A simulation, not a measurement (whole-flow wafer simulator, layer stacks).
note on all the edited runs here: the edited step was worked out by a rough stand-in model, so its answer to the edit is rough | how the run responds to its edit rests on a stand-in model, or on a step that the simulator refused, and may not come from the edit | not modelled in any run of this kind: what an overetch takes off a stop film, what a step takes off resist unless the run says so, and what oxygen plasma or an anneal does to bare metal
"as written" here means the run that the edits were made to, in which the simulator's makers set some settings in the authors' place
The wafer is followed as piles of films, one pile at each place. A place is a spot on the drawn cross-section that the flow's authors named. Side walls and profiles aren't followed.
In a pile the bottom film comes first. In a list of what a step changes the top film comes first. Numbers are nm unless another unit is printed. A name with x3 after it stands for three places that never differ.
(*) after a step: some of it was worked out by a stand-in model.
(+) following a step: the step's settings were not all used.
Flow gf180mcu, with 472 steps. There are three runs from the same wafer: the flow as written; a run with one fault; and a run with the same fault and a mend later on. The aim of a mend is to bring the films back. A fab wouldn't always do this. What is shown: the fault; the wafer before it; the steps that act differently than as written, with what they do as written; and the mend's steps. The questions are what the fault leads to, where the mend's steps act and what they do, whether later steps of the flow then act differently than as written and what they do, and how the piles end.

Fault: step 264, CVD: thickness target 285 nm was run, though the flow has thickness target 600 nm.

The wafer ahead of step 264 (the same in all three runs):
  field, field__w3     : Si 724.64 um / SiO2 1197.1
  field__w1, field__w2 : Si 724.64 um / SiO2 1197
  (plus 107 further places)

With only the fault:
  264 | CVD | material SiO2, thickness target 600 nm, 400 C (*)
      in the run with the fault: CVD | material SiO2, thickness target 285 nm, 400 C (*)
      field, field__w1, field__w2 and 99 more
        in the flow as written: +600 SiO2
        in the run with the fault: +285 SiO2
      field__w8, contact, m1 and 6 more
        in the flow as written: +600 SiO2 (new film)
        in the run with the fault: +285 SiO2 (new film)
  Steps later in the flow that act otherwise than as written (13 more steps, not shown, differ only slightly: by at most 2% or 0.5 nm, whichever is larger):
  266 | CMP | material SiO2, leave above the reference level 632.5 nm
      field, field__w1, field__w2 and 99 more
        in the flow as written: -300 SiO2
        in the run with the fault: nothing
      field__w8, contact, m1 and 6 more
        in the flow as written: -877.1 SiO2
        in the run with the fault: -562.1 SiO2
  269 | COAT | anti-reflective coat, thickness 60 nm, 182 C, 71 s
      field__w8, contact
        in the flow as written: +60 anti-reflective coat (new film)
        in the run with the fault: +51.2 anti-reflective coat (new film)
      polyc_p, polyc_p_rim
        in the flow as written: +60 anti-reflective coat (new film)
        in the run with the fault: +53.6 anti-reflective coat (new film)
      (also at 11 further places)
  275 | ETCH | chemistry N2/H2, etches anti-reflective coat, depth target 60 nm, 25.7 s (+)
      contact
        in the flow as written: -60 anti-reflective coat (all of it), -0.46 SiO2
        in the run with the fault: -51.2 anti-reflective coat (all of it), -0.69 SiO2
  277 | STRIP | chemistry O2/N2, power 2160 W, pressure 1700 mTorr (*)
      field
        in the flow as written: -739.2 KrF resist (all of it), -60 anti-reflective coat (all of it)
        in the run with the fault: -736.1 KrF resist (all of it), -65.8 anti-reflective coat (all of it)
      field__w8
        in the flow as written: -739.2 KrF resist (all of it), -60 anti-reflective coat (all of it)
        in the run with the fault: -737.8 KrF resist (all of it), -51.2 anti-reflective coat (all of it)
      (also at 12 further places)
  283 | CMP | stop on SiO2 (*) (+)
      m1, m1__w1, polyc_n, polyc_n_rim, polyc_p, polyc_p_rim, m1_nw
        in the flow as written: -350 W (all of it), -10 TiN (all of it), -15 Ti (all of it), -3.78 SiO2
        in the run with the fault: -350 W (all of it), -10 TiN (all of it), -15 Ti (all of it), -4.55 SiO2
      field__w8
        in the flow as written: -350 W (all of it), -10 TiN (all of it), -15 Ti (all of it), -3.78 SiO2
        in the run with the fault: -350 W (all of it), -10 TiN (all of it), -15 Ti (all of it), -4.56 SiO2
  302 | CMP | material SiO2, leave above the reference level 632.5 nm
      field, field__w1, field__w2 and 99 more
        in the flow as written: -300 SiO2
        in the run with the fault: -285.8 SiO2
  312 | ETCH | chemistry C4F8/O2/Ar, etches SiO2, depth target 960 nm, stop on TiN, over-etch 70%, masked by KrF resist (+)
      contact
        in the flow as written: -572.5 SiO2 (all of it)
        in the run with the fault: -586.7 SiO2 (all of it)
  At contact, the piles at the end differ from the flow's by more than 2% or 0.5 nm, whichever is larger.
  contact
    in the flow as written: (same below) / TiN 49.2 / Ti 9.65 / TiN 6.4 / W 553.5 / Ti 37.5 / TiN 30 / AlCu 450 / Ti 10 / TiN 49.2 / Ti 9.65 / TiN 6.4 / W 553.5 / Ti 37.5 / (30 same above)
    in the run with the fault: (same below) / TiN 49.2 / Ti 9.74 / TiN 6.46 / W 538.3 / Ti 37.5 / TiN 30 / AlCu 450 / Ti 10 / TiN 49.2 / Ti 9.57 / TiN 6.35 / W 567.9 / Ti 37.5 / (30 same above)

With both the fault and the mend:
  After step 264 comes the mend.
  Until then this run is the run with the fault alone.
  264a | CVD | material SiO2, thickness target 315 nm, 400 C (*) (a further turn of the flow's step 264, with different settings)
      field, field__w1, field__w2 and 108 more
        +315 SiO2
  None of the later steps of the flow acts differently than as written at any place that is followed.
  At every place that both follow, the piles at the end match the flow's.
